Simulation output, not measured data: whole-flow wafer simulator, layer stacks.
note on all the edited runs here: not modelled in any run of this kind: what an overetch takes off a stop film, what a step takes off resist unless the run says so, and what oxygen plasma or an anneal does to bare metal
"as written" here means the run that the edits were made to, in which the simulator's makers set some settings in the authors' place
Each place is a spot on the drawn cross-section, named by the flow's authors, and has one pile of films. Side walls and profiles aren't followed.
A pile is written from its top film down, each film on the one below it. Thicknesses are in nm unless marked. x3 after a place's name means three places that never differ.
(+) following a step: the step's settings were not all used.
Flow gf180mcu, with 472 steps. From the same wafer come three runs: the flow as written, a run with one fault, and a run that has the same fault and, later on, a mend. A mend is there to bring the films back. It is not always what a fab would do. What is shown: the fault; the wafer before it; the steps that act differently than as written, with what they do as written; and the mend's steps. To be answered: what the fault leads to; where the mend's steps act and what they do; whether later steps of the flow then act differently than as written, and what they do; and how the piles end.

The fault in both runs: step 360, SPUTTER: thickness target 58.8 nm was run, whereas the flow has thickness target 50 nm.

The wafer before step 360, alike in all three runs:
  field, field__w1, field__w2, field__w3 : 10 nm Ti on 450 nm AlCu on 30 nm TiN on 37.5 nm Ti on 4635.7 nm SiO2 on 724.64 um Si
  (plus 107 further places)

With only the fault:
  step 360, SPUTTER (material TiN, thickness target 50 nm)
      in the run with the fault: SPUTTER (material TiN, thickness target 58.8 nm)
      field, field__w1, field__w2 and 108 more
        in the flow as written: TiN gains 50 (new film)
        in the run with the fault: TiN gains 58.8 (new film)
  Later steps of the flow acting differently than as written (6 other steps are not shown; they differ only slightly, by no more than 2% or 0.5 nm, whichever is larger):
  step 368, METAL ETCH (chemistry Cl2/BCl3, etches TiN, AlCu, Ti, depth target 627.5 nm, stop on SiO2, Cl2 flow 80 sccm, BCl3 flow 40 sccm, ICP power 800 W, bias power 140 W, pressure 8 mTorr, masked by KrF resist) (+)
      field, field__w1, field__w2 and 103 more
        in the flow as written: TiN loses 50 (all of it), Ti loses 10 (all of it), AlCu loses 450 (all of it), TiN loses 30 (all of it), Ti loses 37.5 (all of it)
        in the run with the fault: TiN loses 58.8 (all of it), Ti loses 10 (all of it), AlCu loses 450 (all of it), TiN loses 30 (all of it), Ti loses 37.5 (all of it)
  The piles end different from the flow's at field__w8, contact, m1, m1__w1, m1_nw by more than 2% or 0.5 nm, whichever is larger.
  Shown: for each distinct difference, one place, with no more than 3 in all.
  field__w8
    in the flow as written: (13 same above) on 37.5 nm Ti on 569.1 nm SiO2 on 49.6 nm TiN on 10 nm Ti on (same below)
    in the run with the fault: (13 same above) on 37.5 nm Ti on 560.3 nm SiO2 on 58.4 nm TiN on 10 nm Ti on (same below)
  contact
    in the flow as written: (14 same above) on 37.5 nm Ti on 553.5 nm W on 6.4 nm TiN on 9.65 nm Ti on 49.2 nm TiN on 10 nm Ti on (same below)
    in the run with the fault: (14 same above) on 37.5 nm Ti on 544.6 nm W on 6.44 nm TiN on 9.7 nm Ti on 58 nm TiN on 10 nm Ti on (same below)

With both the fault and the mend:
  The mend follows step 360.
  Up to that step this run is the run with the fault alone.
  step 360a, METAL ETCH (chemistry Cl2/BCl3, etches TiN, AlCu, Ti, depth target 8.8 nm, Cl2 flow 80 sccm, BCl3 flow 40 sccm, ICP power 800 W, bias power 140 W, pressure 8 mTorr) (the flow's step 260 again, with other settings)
      field, field__w1, field__w2 and 108 more
        TiN loses 8.8
  None of the later steps of the flow acts differently than as written at any place that is followed.
  At every place that both follow, the piles at the end match the flow's.
